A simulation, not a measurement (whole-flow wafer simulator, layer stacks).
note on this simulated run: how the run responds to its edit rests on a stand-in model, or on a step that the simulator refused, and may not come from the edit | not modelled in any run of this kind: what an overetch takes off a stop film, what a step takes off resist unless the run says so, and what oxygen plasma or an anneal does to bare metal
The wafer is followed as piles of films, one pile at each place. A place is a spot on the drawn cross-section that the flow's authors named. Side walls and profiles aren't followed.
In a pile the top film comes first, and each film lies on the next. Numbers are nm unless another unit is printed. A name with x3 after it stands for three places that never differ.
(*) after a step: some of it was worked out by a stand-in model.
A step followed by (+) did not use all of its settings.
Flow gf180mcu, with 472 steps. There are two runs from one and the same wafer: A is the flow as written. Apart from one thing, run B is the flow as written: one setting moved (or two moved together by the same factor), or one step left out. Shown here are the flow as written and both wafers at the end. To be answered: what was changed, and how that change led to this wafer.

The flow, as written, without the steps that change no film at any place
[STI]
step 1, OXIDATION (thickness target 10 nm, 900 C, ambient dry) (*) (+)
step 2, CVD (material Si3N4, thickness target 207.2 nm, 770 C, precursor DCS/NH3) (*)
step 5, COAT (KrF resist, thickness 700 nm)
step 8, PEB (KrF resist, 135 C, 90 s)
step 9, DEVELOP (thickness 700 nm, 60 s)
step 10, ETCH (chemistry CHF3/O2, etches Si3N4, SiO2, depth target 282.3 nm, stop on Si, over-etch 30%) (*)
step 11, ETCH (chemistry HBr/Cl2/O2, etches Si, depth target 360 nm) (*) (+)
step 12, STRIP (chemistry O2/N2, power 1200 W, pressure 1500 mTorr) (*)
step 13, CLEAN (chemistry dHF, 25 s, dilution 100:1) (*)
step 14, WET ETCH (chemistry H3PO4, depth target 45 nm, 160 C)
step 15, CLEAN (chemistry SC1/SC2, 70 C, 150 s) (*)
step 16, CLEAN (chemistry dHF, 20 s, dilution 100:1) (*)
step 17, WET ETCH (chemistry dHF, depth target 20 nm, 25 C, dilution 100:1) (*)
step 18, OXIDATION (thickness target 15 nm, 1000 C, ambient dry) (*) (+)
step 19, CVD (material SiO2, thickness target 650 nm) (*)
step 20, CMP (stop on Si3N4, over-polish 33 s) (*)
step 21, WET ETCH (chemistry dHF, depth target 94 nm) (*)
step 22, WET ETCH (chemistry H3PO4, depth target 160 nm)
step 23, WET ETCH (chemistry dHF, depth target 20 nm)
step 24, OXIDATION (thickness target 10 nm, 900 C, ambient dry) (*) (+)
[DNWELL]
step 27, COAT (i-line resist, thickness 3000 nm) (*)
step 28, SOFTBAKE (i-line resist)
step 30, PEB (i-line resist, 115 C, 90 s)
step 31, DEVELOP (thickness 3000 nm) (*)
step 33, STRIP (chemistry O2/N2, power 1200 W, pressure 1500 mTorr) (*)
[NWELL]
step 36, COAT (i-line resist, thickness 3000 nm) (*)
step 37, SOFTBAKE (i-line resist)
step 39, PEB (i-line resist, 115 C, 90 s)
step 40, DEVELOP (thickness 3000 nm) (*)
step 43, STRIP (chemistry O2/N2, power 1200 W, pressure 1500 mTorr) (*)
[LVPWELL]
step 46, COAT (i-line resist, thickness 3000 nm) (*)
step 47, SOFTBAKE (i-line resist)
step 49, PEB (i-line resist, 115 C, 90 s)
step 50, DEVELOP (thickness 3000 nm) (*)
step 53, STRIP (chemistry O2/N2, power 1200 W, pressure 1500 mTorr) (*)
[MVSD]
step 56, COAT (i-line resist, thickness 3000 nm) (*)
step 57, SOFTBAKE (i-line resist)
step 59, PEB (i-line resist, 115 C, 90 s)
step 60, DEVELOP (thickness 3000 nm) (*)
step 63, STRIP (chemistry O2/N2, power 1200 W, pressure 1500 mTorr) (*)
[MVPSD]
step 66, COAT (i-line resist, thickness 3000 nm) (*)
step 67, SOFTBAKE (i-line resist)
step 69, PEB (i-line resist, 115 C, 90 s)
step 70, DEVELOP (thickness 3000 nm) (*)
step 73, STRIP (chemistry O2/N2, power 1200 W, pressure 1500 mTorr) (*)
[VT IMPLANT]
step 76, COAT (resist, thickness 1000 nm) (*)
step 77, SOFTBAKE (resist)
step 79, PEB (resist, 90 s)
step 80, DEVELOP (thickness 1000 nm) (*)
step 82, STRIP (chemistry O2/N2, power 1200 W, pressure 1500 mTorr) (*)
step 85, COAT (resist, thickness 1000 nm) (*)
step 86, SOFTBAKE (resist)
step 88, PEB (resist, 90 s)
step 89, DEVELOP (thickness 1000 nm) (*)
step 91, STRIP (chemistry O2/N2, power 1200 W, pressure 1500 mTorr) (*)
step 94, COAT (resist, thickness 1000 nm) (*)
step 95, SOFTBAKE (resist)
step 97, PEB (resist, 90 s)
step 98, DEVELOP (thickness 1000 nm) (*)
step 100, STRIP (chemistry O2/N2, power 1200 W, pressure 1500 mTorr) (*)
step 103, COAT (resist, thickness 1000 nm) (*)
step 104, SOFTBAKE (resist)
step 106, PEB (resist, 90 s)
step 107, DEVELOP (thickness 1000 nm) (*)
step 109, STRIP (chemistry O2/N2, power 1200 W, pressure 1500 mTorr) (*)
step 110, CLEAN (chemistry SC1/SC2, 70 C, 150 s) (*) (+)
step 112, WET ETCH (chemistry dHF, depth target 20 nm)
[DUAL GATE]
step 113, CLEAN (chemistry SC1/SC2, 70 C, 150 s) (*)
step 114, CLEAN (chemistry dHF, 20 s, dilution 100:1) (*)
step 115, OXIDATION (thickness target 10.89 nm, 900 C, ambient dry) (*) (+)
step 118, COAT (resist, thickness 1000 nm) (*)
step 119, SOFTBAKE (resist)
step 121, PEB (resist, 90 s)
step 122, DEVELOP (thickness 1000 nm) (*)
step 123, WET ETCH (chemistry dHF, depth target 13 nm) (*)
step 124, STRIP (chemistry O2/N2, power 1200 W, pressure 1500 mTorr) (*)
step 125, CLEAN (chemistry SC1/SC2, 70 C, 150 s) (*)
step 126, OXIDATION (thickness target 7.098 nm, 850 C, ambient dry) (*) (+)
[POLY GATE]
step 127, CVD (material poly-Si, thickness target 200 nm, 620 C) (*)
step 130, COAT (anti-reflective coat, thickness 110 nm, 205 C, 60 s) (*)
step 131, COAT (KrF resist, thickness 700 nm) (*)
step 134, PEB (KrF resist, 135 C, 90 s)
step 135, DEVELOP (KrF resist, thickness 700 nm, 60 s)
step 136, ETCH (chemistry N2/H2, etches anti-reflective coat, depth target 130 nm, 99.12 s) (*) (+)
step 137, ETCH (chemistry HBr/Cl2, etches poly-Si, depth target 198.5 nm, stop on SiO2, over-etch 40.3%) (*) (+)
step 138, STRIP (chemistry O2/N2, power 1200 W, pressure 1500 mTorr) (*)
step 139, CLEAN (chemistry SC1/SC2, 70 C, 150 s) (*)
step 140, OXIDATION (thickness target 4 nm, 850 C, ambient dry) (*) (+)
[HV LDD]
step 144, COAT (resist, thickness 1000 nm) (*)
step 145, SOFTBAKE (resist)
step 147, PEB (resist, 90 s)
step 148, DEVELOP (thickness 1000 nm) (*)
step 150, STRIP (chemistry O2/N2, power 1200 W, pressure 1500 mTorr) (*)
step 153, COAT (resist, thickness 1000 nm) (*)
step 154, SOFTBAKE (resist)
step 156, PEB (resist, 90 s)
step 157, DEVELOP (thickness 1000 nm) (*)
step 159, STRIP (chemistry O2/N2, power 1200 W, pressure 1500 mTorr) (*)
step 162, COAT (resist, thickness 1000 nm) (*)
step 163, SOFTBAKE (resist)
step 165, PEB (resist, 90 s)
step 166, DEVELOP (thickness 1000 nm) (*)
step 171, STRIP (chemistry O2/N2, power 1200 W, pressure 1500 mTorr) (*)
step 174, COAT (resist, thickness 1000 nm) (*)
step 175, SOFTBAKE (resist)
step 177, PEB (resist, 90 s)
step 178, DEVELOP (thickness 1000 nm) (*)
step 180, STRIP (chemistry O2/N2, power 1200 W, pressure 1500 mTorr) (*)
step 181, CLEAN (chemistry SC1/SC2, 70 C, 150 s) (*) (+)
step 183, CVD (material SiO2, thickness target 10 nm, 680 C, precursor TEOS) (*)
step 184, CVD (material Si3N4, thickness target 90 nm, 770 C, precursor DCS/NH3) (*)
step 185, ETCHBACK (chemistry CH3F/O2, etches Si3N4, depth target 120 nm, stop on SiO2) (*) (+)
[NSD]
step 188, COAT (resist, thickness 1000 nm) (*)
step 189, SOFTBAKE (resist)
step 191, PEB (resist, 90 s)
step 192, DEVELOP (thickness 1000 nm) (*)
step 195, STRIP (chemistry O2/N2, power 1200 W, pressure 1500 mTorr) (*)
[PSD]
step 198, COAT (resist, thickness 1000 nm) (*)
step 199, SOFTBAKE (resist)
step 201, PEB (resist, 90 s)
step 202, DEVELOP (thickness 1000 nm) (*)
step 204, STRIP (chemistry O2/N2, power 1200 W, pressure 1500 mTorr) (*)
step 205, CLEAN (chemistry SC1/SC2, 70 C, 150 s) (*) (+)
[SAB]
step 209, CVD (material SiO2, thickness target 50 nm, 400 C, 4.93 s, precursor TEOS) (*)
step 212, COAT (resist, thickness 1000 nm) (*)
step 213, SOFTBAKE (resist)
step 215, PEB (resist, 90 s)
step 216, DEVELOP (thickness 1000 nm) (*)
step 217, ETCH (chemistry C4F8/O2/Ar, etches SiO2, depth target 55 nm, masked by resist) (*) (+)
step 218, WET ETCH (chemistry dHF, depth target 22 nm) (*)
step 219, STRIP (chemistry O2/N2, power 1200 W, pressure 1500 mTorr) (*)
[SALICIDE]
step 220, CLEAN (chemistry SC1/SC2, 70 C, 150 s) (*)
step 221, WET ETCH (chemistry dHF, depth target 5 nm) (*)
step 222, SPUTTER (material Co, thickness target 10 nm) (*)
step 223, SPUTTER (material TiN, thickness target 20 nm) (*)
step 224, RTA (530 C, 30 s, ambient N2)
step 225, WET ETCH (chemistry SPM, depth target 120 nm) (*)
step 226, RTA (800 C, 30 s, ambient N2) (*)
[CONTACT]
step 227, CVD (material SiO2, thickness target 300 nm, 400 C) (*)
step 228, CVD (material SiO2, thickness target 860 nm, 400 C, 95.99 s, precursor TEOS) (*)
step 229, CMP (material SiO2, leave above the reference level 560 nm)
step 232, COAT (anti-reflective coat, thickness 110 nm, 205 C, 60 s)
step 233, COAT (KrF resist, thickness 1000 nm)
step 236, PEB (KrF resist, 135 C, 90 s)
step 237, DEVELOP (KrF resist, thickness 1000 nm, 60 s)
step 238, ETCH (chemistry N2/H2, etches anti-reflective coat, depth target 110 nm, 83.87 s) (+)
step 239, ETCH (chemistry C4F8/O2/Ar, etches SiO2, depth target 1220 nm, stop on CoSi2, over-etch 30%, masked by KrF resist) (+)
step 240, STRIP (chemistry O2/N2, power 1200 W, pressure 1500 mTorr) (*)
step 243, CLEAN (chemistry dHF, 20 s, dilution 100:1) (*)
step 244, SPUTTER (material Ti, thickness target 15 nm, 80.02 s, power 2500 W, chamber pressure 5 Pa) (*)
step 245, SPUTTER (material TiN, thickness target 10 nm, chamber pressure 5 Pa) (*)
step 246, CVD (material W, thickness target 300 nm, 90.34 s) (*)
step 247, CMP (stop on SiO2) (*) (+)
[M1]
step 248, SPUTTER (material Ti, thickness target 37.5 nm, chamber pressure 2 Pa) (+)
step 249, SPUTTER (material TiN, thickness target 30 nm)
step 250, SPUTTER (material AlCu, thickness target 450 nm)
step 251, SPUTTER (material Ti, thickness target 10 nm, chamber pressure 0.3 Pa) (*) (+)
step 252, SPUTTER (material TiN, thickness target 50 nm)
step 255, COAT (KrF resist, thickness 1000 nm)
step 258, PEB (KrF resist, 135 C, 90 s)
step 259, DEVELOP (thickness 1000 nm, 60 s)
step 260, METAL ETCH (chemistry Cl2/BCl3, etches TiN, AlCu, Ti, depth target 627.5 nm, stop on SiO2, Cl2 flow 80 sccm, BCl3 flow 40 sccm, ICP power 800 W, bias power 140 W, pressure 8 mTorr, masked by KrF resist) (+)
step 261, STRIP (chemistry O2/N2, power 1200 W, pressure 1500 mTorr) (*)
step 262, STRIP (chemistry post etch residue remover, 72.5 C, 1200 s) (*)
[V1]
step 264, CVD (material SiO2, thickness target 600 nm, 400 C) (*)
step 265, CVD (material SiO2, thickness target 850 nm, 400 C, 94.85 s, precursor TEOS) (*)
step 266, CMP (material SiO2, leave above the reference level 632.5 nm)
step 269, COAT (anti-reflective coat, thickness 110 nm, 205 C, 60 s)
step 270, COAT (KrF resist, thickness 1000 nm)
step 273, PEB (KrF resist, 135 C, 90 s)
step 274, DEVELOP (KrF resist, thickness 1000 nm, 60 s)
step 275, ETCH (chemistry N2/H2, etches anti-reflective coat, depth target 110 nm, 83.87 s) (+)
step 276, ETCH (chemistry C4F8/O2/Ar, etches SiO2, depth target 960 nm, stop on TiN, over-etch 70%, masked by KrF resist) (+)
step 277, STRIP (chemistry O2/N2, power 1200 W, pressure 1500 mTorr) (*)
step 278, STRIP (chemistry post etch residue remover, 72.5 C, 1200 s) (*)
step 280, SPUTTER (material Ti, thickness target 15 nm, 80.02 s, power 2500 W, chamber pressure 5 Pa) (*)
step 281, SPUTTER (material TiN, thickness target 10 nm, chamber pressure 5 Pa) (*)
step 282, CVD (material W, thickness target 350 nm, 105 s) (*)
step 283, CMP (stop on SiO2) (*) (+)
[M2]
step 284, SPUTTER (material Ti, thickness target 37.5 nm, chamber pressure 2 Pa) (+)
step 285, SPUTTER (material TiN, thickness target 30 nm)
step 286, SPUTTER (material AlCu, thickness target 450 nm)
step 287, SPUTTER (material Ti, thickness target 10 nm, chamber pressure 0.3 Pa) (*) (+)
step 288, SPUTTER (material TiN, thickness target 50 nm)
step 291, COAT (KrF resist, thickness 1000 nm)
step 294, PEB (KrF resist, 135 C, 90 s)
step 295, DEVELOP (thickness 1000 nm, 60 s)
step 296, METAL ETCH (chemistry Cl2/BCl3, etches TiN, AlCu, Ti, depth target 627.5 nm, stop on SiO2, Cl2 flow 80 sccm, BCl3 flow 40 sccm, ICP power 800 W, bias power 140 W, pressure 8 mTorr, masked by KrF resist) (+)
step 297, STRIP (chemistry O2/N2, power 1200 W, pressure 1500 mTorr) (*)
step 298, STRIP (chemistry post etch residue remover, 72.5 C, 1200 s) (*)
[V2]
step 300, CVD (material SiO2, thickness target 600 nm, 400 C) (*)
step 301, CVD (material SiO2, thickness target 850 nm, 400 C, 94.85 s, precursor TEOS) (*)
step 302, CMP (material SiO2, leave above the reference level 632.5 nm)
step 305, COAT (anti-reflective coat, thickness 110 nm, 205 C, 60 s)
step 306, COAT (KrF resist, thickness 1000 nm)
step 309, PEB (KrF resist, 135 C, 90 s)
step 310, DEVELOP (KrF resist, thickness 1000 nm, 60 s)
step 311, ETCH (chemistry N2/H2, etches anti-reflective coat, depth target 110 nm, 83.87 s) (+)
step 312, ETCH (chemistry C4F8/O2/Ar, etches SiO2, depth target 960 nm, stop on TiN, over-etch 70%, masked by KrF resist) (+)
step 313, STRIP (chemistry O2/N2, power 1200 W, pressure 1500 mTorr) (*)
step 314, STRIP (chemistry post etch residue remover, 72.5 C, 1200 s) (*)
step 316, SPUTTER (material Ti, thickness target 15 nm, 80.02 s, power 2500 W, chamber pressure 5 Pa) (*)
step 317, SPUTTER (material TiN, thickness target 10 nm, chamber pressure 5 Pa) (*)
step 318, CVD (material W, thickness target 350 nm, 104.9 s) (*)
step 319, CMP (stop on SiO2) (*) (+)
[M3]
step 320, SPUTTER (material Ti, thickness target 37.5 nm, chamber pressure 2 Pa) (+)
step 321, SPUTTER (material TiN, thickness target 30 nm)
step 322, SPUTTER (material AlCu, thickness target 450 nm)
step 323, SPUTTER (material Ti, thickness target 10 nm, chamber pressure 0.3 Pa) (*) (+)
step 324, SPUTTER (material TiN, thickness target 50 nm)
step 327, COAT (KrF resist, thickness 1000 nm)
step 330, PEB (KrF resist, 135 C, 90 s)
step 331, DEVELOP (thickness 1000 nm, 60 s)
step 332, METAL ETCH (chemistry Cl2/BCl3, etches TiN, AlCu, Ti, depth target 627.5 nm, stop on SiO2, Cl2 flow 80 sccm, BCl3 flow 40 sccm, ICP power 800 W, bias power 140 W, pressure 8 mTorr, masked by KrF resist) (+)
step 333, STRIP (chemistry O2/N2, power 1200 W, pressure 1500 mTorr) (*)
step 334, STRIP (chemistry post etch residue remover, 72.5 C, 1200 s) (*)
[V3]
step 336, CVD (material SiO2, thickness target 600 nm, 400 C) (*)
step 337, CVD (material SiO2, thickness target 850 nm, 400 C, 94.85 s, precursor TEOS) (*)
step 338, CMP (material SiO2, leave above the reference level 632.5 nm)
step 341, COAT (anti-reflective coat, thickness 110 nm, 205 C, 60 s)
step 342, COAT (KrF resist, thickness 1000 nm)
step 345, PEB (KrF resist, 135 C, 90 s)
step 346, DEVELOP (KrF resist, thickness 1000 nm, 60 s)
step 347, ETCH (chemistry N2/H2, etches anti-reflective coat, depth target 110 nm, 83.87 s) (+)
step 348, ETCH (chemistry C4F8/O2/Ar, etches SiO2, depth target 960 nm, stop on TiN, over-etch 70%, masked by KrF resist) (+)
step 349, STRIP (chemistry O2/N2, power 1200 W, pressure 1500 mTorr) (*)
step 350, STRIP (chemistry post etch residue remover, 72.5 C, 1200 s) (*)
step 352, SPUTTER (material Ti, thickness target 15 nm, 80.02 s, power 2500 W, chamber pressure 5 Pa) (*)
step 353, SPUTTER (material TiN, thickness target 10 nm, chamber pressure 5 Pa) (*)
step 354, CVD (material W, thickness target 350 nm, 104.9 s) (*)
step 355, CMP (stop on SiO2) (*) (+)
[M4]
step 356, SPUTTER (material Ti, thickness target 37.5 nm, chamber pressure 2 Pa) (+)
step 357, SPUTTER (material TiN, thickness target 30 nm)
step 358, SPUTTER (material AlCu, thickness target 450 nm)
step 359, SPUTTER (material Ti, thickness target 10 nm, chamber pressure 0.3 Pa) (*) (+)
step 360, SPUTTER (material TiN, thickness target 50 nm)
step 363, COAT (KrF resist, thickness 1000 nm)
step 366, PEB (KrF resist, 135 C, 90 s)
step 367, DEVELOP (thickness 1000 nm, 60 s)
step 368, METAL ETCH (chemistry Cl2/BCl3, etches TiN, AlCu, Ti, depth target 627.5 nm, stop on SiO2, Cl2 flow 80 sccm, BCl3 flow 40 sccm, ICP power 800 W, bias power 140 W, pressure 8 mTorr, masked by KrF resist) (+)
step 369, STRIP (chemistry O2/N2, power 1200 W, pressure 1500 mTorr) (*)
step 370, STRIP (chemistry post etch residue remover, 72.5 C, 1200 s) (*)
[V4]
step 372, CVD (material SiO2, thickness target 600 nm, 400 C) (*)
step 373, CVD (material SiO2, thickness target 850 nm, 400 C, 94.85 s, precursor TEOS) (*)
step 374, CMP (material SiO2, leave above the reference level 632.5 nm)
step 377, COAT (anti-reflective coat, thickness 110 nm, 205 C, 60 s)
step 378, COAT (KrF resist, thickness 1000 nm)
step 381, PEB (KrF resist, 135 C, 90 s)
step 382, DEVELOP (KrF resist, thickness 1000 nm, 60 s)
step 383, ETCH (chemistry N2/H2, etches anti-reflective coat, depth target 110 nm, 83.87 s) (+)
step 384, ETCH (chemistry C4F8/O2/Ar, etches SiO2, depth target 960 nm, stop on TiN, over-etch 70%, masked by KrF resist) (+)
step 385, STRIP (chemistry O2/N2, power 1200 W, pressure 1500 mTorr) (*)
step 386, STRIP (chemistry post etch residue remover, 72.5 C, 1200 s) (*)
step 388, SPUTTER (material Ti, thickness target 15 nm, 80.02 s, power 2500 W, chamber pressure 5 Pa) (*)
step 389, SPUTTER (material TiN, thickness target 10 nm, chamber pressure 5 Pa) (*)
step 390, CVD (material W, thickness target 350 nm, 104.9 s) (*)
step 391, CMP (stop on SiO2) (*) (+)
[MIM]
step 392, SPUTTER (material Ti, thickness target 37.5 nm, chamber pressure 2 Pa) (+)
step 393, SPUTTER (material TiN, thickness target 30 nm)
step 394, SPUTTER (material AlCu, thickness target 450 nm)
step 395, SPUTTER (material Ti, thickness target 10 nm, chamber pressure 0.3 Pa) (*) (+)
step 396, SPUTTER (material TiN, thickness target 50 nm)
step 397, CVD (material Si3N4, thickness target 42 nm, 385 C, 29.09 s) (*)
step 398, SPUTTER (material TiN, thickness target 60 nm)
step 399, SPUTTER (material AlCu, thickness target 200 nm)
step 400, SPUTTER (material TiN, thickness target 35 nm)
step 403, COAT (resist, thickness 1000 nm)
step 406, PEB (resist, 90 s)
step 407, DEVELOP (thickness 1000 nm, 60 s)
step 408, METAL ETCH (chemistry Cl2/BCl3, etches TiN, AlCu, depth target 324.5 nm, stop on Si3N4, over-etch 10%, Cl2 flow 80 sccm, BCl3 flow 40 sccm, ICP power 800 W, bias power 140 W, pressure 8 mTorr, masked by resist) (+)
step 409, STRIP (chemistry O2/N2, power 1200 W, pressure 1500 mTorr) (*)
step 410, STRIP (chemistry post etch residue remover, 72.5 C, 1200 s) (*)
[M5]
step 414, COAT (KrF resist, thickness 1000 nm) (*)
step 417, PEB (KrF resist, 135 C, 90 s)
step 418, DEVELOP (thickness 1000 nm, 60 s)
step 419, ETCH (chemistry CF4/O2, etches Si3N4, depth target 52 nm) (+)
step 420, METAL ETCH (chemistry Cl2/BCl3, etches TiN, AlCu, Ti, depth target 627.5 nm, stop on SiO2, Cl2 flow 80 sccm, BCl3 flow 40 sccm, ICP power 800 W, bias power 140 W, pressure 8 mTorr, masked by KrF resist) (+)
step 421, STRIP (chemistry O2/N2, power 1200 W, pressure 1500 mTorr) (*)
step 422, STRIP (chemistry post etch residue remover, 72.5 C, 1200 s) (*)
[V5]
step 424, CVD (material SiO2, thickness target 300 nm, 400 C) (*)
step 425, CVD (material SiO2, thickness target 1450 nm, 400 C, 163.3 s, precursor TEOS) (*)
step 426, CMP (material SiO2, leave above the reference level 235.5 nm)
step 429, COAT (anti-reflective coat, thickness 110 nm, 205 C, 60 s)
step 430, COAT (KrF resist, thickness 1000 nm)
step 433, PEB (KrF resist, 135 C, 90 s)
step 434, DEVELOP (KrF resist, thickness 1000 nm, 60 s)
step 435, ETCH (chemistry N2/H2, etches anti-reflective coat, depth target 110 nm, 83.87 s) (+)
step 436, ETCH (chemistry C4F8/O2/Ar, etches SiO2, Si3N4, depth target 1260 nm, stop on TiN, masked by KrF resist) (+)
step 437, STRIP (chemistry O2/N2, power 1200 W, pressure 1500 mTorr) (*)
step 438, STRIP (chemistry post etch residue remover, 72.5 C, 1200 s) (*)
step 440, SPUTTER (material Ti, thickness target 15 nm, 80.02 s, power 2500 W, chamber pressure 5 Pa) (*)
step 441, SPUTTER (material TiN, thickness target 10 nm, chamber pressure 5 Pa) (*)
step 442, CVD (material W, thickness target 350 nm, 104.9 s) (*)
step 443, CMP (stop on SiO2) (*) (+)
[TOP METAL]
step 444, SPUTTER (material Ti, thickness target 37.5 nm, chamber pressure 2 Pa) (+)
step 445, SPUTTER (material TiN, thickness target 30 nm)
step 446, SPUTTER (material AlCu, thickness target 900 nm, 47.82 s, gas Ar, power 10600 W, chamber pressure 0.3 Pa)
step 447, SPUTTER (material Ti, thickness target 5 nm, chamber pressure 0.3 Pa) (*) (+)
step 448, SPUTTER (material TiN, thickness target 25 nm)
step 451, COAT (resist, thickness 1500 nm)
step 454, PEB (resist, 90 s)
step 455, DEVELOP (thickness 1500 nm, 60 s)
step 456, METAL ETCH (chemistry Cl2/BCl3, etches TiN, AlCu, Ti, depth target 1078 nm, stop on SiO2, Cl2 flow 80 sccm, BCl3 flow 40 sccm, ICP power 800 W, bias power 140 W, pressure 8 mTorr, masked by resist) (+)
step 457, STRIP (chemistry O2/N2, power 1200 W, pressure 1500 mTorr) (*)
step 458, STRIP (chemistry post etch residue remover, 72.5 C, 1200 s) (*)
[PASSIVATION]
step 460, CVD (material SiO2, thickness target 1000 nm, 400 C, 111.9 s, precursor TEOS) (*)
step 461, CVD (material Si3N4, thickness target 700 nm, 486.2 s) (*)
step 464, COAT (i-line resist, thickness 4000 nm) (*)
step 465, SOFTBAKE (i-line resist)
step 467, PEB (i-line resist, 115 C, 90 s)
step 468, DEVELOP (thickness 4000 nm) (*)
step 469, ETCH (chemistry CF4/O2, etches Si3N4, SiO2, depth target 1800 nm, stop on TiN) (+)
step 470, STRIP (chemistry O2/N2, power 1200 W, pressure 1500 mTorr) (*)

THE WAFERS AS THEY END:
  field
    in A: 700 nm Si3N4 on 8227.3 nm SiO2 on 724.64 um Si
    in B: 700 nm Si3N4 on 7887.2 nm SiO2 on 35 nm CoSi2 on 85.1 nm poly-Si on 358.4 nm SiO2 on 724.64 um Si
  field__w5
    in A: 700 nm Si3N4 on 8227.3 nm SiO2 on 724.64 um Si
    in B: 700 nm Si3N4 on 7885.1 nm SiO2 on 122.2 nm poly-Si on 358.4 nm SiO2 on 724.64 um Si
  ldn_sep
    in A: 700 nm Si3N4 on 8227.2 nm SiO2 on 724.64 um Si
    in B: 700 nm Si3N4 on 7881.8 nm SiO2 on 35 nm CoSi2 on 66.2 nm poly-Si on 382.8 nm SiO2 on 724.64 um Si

The reason: step 136, ETCH: chemistry N2/H2, etches anti-reflective coat, depth target 130 nm, 99.12 s (*) (+), was skipped.

Step by step, how the change led to this:
  step 137, ETCH (chemistry HBr/Cl2, etches poly-Si, depth target 198.5 nm, stop on SiO2, over-etch 40.3%) (*) (+)
      sti, mim_1p0, pad, dice_street: A poly-Si loses 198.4 (all of it), SiO2 loses 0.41 | B anti-reflective coat loses 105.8 (all of it), poly-Si loses 88.1
      p_well, spacer, sd_n: A poly-Si loses 198.8 (all of it), SiO2 loses 0.4 | B anti-reflective coat loses 121 (all of it), poly-Si loses 60.6
      (as well as at 57 more places)
  step 138, STRIP (chemistry O2/N2, power 1200 W, pressure 1500 mTorr) (*)
      field, field__w1, field__w2 and 61 more: A nothing | B chemical SiO2 gains 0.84 (new film), poly-Si loses 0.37
      gate: A chemical SiO2 gains 0.62 (new film), KrF resist loses 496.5 (all of it), anti-reflective coat loses 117 (all of it), poly-Si loses 0.27 | B chemical SiO2 gains 0.64 (new film), KrF resist loses 590.4 (all of it), anti-reflective coat loses 117 (all of it), poly-Si loses 0.28
      (as well as at 27 more places)
  step 139, CLEAN (chemistry SC1/SC2, 70 C, 150 s) (*)
      field, field__w1, field__w2 and 34 more: A SiO2 loses 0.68 | B chemical SiO2 loses 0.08, poly-Si loses 0.26
  step 140, OXIDATION (thickness target 4 nm, 850 C, ambient dry) (*) (+)
      field, field__w1, field__w2 and 21 more: A SiO2 gains 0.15, Si loses 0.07 | B SiO2 gains 4 (new film), chemical SiO2 loses 0.76 (all of it), poly-Si loses 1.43
      active_hv, active_nat, ld_sd_n and 11 more: A SiO2 gains 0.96, Si loses 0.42 | B SiO2 gains 4 (new film), chemical SiO2 loses 0.76 (all of it), poly-Si loses 1.43
      (as well as at 26 more places)
  step 144, COAT (resist, thickness 1000 nm) (*)
      p_well, spacer, sd_n: A resist gains 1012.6 (new film) | B resist gains 991.3 (new film)
      polyc_n, polyc_p: A resist gains 817.8 (new film) | B resist gains 925.4 (new film)
      (as well as at 57 more places)
  step 145, SOFTBAKE (resist)
      nw_enc_fld_lv__w3: A resist gains 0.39 | B resist loses 0.16
      field__w1: A resist gains 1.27 | B resist gains 0.49
      (as well as at 58 more places)
  step 147, PEB (resist, 90 s)
      p_well, spacer, sd_n: A resist loses 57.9 | B resist loses 56.7
      field__w11, field__w13: A resist loses 59.9 | B resist loses 58.1
      (as well as at 58 more places)
  step 148, DEVELOP (thickness 1000 nm) (*)
      spacer, sd_n: A resist loses 954.7 (all of it) | B resist loses 934.6 (all of it)
      field__w7: A resist loses 990.3 (all of it) | B resist loses 959.5 (all of it)
      (as well as at 9 more places)
  step 150, STRIP (chemistry O2/N2, power 1200 W, pressure 1500 mTorr) (*)
      field__w11, field__w13: A resist loses 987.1 (all of it) | B resist loses 958.1 (all of it)
      field__w3: A resist loses 989.7 (all of it) | B resist loses 956.7 (all of it)
      (as well as at 47 more places)
  step 153, COAT (resist, thickness 1000 nm) (*)
      p_well, spacer, sd_n: A resist gains 1012.6 (new film) | B resist gains 991.3 (new film)
      polyc_n, polyc_p: A resist gains 817.8 (new film) | B resist gains 925.4 (new film)
      (as well as at 57 more places)
  step 154, SOFTBAKE (resist)
      nw_enc_fld_lv__w3: A resist gains 0.39 | B resist loses 0.16
      field__w1: A resist gains 1.27 | B resist gains 0.49
      (as well as at 58 more places)
  step 156, PEB (resist, 90 s)
      p_well, spacer, sd_n: A resist loses 57.9 | B resist loses 56.7
      field__w11, field__w13: A resist loses 59.9 | B resist loses 58.1
      (as well as at 58 more places)
  step 157, DEVELOP (thickness 1000 nm) (*)
      field__w11, field__w13: A resist loses 987.1 (all of it) | B resist loses 958.1 (all of it)
      field__w12: A resist loses 990.5 (all of it) | B resist loses 958.2 (all of it)
      (as well as at 7 more places)
  step 159, STRIP (chemistry O2/N2, power 1200 W, pressure 1500 mTorr) (*)
      p_well, spacer, sd_n: A resist loses 954.7 (all of it) | B resist loses 934.6 (all of it)
      field__w3: A resist loses 989.7 (all of it) | B resist loses 956.7 (all of it)
      (as well as at 48 more places)
  step 162, COAT (resist, thickness 1000 nm) (*)
      p_well, spacer, sd_n: A resist gains 1012.6 (new film) | B resist gains 991.3 (new film)
      polyc_n, polyc_p: A resist gains 817.8 (new film) | B resist gains 925.4 (new film)
      (as well as at 57 more places)
  step 163, SOFTBAKE (resist)
      nw_enc_fld_lv__w3: A resist gains 0.39 | B resist loses 0.16
      field__w1: A resist gains 1.27 | B resist gains 0.49
      (as well as at 58 more places)
  ... another 38 steps ...
  step 246, CVD (material W, thickness target 300 nm, 90.34 s) (*)
      polyc_n, polyc_p: A W gains 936 (new film) | B W gains 1074.5 (new film)
With metal films that touch counted as one body, field has 1 body; the flow as written gives 0 bodies.
With metal films that touch counted as one body, ldn_sep has 1 body; the flow as written gives 0 bodies.
